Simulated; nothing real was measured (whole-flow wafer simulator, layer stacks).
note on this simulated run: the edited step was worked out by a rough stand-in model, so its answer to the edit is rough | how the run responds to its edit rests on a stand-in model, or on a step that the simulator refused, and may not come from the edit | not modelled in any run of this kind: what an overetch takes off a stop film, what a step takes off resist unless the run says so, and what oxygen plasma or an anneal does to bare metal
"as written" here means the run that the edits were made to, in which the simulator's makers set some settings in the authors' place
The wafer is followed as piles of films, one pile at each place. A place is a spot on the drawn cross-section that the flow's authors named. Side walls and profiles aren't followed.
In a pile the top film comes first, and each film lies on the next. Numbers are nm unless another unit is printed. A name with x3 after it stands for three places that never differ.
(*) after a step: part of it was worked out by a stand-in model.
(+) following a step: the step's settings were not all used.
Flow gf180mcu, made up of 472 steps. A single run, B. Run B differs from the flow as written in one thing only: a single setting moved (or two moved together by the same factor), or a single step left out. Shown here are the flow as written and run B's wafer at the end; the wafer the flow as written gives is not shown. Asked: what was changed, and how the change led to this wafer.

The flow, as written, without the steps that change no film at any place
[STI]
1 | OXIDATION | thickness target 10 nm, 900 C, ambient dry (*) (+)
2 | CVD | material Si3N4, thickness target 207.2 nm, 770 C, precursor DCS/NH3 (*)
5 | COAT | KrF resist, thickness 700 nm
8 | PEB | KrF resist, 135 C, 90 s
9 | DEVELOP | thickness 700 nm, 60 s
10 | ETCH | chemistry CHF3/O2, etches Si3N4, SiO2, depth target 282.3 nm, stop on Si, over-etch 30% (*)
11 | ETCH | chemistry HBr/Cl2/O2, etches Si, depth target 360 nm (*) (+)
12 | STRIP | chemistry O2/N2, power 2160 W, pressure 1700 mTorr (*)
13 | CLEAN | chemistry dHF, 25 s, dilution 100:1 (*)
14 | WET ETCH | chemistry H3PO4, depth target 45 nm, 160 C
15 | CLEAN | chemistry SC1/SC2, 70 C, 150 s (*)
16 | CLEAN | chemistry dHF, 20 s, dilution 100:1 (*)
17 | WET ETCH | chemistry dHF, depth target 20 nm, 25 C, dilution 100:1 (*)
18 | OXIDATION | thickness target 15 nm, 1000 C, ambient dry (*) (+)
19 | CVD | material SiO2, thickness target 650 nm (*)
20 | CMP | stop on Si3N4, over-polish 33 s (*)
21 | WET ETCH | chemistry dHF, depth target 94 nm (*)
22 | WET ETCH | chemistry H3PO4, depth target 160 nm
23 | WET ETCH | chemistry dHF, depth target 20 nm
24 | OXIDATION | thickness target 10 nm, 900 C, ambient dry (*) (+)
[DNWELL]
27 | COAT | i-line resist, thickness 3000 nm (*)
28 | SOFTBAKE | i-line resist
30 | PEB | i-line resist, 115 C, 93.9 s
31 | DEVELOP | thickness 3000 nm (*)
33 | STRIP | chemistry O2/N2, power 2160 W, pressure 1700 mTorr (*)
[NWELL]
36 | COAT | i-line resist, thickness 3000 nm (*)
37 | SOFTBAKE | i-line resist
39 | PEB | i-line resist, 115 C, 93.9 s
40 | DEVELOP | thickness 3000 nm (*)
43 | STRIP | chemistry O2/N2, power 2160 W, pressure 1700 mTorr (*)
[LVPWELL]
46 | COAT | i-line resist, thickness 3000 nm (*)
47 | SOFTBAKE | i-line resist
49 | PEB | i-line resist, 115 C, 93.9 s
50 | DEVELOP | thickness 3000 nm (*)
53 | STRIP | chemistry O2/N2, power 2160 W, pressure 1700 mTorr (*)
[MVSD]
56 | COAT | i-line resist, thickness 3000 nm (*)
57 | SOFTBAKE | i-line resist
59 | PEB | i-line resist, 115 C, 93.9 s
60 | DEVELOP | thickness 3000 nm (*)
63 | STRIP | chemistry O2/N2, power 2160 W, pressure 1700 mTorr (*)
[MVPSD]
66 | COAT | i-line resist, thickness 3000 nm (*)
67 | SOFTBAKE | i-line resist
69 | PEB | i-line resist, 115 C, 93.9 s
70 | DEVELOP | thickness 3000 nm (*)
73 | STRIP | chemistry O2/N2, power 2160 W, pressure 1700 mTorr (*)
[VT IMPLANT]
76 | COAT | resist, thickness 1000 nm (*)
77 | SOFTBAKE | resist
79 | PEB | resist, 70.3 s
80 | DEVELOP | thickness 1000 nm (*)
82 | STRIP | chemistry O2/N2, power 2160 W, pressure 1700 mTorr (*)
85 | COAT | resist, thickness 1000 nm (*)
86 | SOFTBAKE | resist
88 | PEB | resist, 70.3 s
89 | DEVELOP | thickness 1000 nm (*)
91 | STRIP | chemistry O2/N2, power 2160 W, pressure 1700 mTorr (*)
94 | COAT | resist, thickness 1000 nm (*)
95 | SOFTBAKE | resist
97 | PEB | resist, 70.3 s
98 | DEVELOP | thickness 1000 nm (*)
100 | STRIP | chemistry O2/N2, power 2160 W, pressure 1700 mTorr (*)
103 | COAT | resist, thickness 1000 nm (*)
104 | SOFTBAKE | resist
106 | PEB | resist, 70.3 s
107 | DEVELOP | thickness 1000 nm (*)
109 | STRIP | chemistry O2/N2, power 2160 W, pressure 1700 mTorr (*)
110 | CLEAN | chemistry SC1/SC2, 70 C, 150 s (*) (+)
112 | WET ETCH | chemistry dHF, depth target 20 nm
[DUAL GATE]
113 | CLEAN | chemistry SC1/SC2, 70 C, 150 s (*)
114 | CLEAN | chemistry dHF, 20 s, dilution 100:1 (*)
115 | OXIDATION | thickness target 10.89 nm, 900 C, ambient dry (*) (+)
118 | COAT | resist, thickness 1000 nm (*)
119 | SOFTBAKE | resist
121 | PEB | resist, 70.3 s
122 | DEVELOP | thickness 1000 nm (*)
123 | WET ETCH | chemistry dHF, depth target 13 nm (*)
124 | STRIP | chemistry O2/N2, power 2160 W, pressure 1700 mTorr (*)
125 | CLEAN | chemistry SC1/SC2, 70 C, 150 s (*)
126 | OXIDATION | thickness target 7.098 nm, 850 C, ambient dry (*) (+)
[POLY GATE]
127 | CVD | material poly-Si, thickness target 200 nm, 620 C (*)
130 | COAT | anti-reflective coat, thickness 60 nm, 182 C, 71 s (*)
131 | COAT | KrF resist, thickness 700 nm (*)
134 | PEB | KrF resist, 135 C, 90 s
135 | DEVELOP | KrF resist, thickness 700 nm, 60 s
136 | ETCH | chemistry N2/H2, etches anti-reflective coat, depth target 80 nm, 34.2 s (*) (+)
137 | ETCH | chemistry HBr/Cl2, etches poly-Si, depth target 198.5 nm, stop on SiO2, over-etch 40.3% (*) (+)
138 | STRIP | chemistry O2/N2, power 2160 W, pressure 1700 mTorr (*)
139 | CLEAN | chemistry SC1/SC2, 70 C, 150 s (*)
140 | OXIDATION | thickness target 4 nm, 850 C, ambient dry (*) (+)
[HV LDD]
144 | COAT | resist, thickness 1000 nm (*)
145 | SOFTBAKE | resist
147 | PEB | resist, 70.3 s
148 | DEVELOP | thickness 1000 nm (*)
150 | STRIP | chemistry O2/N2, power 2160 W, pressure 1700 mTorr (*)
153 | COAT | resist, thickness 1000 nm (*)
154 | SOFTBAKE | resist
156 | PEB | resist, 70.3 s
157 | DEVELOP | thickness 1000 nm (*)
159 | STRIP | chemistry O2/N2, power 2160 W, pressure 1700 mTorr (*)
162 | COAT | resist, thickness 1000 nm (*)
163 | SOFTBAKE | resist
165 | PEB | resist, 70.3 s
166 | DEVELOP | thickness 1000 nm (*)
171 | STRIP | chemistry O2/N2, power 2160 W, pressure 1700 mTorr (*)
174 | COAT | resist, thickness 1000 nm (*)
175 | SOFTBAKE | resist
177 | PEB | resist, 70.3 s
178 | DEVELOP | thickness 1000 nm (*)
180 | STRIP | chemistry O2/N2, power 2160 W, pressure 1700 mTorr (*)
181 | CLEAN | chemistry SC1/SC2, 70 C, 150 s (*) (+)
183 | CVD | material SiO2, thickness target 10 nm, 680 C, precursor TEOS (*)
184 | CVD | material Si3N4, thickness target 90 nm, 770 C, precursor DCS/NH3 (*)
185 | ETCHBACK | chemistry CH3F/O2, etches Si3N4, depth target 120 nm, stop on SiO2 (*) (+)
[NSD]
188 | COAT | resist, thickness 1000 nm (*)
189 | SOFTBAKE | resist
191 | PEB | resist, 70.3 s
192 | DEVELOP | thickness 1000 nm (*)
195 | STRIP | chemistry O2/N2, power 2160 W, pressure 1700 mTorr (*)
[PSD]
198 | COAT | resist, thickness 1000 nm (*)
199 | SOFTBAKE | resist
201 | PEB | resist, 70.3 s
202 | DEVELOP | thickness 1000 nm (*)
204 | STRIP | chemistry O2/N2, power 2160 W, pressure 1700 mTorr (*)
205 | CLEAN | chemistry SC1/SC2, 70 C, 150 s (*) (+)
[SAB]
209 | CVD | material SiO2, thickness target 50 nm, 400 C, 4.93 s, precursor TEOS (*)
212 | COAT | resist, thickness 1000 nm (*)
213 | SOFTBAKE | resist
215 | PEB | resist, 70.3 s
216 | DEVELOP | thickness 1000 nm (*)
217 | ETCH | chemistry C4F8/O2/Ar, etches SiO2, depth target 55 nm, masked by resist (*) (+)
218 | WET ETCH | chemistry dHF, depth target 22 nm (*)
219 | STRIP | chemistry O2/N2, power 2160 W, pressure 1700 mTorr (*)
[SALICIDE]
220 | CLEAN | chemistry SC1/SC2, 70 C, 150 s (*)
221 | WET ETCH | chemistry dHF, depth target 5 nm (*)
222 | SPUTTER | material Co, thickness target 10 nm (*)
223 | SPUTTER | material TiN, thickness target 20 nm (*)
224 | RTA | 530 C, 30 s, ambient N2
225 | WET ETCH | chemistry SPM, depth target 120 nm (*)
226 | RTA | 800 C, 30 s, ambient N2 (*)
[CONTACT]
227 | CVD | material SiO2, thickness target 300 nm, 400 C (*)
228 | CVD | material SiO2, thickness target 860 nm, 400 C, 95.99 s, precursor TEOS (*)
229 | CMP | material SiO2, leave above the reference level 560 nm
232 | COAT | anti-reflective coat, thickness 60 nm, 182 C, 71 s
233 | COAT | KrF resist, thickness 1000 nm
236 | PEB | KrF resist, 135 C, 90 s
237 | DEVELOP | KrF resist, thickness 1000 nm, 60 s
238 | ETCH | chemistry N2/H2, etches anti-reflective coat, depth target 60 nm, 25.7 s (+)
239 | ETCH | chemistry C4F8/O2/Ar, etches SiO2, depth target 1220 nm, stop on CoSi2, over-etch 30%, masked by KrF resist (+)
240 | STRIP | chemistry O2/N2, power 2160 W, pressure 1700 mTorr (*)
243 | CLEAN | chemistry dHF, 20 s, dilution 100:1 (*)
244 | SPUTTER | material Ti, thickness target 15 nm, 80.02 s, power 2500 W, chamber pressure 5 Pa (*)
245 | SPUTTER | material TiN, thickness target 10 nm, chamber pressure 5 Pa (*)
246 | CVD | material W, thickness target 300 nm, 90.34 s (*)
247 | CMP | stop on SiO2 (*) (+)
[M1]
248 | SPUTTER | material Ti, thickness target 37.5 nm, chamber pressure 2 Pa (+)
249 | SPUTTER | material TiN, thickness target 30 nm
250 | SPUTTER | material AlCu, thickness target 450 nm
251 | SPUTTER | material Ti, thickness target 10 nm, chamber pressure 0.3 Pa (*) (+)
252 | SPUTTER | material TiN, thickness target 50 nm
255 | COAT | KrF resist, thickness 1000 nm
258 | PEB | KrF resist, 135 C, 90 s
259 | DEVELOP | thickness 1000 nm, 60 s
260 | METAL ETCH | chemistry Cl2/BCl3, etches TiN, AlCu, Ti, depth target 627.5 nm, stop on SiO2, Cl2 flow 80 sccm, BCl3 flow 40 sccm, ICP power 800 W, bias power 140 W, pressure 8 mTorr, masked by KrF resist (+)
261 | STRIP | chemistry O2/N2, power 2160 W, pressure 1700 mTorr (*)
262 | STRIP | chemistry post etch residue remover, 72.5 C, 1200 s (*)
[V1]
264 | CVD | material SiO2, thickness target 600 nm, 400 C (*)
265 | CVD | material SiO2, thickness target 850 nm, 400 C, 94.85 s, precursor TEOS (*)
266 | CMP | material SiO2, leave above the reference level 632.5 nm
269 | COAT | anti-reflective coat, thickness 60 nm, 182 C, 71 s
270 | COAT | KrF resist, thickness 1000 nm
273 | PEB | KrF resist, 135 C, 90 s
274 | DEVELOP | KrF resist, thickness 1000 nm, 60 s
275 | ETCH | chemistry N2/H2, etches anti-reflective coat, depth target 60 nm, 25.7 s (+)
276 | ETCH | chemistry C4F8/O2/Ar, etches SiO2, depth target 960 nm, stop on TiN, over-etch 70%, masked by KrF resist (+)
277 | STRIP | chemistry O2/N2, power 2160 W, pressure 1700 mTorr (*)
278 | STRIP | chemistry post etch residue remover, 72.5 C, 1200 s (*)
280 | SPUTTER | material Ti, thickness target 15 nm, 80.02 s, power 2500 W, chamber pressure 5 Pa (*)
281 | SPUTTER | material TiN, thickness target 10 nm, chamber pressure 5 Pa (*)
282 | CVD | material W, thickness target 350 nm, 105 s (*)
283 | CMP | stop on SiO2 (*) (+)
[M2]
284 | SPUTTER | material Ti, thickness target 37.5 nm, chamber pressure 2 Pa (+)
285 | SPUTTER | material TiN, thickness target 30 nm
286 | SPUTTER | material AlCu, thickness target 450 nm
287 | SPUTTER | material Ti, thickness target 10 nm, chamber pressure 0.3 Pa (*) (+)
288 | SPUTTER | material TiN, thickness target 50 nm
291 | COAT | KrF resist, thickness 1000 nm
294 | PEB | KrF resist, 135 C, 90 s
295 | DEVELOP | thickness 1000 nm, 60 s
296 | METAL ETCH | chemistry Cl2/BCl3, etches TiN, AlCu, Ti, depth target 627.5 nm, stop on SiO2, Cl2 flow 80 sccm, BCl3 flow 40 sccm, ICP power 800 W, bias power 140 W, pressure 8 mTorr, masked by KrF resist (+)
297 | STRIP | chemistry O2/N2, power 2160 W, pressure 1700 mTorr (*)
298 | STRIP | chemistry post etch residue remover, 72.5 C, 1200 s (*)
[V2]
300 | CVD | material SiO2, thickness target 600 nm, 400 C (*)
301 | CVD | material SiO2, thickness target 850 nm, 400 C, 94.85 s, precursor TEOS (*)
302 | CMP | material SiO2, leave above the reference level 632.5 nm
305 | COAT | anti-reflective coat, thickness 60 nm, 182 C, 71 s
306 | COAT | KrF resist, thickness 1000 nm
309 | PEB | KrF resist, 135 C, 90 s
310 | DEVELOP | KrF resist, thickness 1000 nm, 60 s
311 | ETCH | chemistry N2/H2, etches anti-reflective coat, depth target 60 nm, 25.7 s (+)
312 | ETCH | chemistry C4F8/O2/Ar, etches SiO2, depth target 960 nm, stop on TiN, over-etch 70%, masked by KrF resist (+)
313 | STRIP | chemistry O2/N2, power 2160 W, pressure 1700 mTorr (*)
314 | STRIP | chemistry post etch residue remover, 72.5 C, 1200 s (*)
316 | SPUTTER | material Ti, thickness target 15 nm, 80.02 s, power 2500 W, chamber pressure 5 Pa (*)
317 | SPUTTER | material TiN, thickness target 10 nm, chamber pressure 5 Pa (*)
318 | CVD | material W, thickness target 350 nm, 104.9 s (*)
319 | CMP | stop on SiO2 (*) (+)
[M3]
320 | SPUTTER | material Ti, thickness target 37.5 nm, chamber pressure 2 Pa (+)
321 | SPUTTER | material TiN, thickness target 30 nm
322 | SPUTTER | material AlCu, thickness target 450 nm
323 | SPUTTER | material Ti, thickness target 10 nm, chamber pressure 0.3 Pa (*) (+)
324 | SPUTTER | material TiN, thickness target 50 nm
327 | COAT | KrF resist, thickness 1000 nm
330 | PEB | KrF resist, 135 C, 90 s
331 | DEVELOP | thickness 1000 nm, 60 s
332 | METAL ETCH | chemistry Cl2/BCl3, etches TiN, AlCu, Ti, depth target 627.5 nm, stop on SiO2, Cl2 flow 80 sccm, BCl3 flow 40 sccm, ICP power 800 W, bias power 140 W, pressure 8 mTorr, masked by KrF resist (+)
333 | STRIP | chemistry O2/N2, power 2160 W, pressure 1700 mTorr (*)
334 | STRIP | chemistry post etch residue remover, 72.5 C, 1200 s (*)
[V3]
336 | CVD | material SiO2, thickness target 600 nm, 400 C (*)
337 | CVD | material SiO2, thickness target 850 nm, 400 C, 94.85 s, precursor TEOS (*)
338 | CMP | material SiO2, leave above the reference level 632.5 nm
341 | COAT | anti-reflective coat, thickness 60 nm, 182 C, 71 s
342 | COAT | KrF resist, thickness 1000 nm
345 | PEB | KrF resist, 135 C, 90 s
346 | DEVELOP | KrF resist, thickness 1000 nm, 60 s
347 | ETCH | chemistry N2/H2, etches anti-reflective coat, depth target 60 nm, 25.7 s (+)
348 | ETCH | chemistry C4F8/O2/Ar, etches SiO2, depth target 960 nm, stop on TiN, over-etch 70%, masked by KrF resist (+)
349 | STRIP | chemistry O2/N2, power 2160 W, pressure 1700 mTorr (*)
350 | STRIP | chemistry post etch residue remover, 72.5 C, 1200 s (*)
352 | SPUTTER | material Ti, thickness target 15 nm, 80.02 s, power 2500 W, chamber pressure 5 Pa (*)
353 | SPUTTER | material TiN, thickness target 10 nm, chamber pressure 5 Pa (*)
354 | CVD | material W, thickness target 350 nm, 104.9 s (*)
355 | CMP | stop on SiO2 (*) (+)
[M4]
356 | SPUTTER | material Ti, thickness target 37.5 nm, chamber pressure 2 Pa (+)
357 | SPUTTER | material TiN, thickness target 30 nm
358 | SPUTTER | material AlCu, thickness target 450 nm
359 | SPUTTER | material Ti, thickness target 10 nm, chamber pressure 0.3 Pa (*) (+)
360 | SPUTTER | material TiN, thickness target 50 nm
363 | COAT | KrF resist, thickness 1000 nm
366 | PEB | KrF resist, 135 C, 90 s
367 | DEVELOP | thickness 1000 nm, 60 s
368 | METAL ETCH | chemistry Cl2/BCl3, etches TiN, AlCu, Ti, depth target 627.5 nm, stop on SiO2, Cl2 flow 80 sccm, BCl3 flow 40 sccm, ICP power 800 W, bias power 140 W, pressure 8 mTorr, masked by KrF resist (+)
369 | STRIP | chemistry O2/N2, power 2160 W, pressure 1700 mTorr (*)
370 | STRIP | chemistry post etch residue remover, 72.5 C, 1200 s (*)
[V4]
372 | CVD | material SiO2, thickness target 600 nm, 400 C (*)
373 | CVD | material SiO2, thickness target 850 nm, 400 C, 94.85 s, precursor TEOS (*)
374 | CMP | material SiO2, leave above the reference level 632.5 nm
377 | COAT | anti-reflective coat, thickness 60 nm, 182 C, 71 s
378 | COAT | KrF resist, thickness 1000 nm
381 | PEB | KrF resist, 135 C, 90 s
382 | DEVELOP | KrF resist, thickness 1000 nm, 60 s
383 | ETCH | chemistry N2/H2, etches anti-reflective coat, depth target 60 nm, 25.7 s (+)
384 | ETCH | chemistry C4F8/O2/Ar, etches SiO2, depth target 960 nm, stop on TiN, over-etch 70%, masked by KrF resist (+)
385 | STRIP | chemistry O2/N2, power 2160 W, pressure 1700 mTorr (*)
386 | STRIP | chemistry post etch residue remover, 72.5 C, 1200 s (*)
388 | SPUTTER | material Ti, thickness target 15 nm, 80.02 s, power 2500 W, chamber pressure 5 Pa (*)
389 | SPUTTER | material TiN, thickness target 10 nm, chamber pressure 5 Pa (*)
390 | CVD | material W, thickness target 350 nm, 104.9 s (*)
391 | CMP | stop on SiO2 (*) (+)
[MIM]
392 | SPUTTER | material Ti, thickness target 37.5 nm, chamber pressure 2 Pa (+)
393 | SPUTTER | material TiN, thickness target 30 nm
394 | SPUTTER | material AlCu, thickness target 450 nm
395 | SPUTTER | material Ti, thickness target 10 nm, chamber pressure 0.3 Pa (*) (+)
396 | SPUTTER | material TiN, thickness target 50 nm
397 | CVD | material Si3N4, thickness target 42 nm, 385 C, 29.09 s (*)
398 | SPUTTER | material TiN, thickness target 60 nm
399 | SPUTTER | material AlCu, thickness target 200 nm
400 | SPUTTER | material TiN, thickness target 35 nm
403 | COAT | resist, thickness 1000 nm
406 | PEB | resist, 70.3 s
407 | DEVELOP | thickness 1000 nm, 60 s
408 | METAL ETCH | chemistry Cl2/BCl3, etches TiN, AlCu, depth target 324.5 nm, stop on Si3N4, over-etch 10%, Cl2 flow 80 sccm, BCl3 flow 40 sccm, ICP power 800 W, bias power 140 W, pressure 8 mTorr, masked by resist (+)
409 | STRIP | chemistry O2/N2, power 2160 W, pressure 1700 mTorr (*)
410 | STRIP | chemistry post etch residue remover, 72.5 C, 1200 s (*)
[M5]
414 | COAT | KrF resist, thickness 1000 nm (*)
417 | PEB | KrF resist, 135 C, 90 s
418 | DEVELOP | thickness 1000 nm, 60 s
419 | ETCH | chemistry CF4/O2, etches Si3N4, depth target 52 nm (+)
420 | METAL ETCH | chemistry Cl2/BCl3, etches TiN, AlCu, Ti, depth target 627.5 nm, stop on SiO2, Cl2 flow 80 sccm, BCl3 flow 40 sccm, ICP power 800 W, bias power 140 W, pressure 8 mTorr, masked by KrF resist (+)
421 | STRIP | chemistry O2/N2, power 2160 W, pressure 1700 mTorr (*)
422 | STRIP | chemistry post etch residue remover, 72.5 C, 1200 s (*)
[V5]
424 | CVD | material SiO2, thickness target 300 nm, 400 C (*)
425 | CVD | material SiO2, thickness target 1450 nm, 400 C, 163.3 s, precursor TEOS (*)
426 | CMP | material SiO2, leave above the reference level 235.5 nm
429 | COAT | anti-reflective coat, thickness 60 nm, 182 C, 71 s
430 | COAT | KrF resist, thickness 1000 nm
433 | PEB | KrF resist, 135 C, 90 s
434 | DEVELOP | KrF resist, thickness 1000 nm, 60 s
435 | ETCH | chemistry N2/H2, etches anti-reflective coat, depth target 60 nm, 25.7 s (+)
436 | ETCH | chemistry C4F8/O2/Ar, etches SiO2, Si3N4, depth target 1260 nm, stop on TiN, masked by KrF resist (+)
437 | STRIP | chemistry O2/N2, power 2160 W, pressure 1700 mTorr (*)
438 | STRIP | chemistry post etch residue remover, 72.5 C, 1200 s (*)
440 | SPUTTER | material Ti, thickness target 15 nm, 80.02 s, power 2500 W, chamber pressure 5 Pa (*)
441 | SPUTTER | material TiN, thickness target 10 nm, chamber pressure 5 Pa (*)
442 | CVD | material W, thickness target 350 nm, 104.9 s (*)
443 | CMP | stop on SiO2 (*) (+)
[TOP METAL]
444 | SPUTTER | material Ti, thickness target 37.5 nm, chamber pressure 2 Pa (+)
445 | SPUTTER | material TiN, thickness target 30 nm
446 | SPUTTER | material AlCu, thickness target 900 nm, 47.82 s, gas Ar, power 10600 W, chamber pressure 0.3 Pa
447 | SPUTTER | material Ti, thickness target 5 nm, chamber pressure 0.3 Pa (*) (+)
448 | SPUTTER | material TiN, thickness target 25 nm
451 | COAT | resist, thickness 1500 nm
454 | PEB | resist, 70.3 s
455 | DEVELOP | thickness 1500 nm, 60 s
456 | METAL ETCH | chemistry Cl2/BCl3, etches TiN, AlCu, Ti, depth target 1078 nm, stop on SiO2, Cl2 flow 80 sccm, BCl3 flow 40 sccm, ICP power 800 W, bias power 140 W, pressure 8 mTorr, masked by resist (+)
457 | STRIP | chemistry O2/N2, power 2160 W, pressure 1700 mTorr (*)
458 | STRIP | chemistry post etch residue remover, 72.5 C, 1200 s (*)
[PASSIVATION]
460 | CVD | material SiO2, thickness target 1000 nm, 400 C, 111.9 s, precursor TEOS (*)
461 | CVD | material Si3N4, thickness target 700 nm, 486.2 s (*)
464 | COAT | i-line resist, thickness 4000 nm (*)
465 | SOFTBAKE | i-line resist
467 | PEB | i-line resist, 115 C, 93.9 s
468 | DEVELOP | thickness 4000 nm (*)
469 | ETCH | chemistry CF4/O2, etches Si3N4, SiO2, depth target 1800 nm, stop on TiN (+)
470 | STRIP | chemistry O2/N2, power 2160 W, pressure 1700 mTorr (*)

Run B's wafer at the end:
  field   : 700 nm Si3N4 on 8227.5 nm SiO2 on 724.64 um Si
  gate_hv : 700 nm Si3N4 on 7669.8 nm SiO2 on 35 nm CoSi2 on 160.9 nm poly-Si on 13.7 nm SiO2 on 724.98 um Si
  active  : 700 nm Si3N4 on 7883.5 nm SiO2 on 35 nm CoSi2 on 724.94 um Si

What caused this: step 126, OXIDATION: thickness target 6.388 nm was run, whereas the flow has thickness target 7.098 nm.

Step by step, how the change led to this:
  126 | OXIDATION | thickness target 7.098 nm, 850 C, ambient dry (*) (+)
      gate_hv, active_hv, active_nat and 25 more: +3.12 SiO2, -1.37 Si (as written it would have been: +3.72 SiO2, -1.64 Si)
      active, n_well, p_well and 12 more: +6.39 SiO2 (new film), -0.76 chemical SiO2 (all of it), -2.48 Si (as written it would have been: +7.1 SiO2 (new film), -0.76 chemical SiO2 (all of it), -2.79 Si)
  218 | WET ETCH | chemistry dHF, depth target 22 nm (*)
      ldn_tap, ldn_src, ldn_drn, ldp_tap, ldp_src, ldp_drn, ldp_gr: -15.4 SiO2 (all of it) (as written it would have been: -16 SiO2 (all of it))
      active, p_well, sd_n, iso_ptap_pw, iso_ntap_nw: -8.36 SiO2 (all of it) (as written it would have been: -9.01 SiO2 (all of it))
      (as well as at 9 more places)
  223 | SPUTTER | material TiN, thickness target 20 nm (*)
      field__w12: +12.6 TiN (new film) (as written it would have been: +12 TiN (new film))
  225 | WET ETCH | chemistry SPM, depth target 120 nm (*)
      field__w12: -12.6 TiN (all of it), -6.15 Co (all of it) (as written it would have been: -12 TiN (all of it), -6.15 Co (all of it))
